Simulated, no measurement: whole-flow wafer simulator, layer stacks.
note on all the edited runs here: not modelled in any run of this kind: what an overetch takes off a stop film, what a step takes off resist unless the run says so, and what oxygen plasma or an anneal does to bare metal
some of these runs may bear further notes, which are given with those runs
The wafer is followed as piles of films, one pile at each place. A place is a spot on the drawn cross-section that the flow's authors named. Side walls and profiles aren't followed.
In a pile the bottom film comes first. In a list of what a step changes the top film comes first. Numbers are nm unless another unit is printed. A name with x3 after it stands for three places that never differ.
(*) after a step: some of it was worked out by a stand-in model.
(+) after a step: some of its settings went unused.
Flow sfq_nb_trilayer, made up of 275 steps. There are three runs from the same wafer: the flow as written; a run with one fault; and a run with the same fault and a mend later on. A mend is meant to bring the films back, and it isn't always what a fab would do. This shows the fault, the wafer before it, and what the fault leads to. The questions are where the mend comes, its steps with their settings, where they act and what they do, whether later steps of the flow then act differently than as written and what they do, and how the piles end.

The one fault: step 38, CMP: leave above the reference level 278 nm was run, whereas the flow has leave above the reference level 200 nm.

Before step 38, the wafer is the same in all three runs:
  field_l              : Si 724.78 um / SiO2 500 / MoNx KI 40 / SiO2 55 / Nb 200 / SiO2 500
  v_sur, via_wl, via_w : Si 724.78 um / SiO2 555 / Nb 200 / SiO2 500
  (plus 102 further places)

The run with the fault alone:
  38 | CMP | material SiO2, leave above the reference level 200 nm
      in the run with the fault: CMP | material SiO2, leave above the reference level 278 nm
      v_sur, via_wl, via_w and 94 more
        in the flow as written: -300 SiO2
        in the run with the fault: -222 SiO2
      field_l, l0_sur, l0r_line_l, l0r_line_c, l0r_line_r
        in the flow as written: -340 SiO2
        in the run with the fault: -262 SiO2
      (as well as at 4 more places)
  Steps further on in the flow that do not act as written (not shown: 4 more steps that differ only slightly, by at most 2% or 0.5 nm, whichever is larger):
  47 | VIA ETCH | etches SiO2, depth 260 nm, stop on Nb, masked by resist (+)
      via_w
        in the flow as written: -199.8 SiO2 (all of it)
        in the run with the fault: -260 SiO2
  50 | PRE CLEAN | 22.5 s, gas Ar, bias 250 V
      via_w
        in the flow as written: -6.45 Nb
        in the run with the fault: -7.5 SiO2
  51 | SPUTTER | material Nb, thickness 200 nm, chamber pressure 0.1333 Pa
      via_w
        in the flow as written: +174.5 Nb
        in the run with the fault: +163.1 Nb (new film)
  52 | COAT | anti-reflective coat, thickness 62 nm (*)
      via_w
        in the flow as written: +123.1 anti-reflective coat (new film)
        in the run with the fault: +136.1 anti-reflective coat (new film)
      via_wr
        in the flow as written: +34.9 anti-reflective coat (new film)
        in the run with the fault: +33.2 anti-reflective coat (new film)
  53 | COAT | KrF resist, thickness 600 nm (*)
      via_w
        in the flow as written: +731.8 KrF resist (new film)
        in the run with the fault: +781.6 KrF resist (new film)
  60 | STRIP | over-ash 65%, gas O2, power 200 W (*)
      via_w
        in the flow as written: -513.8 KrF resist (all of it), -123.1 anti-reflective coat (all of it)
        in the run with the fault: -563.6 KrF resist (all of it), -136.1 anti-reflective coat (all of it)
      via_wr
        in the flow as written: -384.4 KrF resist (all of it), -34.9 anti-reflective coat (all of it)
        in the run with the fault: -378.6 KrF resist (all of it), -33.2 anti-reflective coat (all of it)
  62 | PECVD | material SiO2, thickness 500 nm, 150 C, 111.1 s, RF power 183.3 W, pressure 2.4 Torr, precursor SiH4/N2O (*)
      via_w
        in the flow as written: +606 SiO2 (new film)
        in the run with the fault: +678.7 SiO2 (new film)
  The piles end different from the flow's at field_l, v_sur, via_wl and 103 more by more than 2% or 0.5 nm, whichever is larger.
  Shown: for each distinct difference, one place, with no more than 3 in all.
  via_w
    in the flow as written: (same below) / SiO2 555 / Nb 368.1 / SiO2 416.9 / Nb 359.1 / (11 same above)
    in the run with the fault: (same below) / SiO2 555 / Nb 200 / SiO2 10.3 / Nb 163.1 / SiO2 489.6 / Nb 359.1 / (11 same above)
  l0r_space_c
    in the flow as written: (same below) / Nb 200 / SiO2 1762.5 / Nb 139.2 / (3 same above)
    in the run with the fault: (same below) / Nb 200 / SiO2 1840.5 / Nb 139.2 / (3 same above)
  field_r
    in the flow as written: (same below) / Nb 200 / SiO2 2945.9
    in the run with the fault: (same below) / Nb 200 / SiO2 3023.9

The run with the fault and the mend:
  The mend stands after step 39.
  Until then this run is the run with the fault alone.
  39a | CMP | material SiO2, leave above the reference level 200 nm (a further turn of the flow's step 38)
      field_l, v_sur, via_wl and 103 more
        -78 SiO2
  Every later step of the flow that is run acts as written at every place that is followed.
  By the end, the piles equal the flow's at every place that both follow.
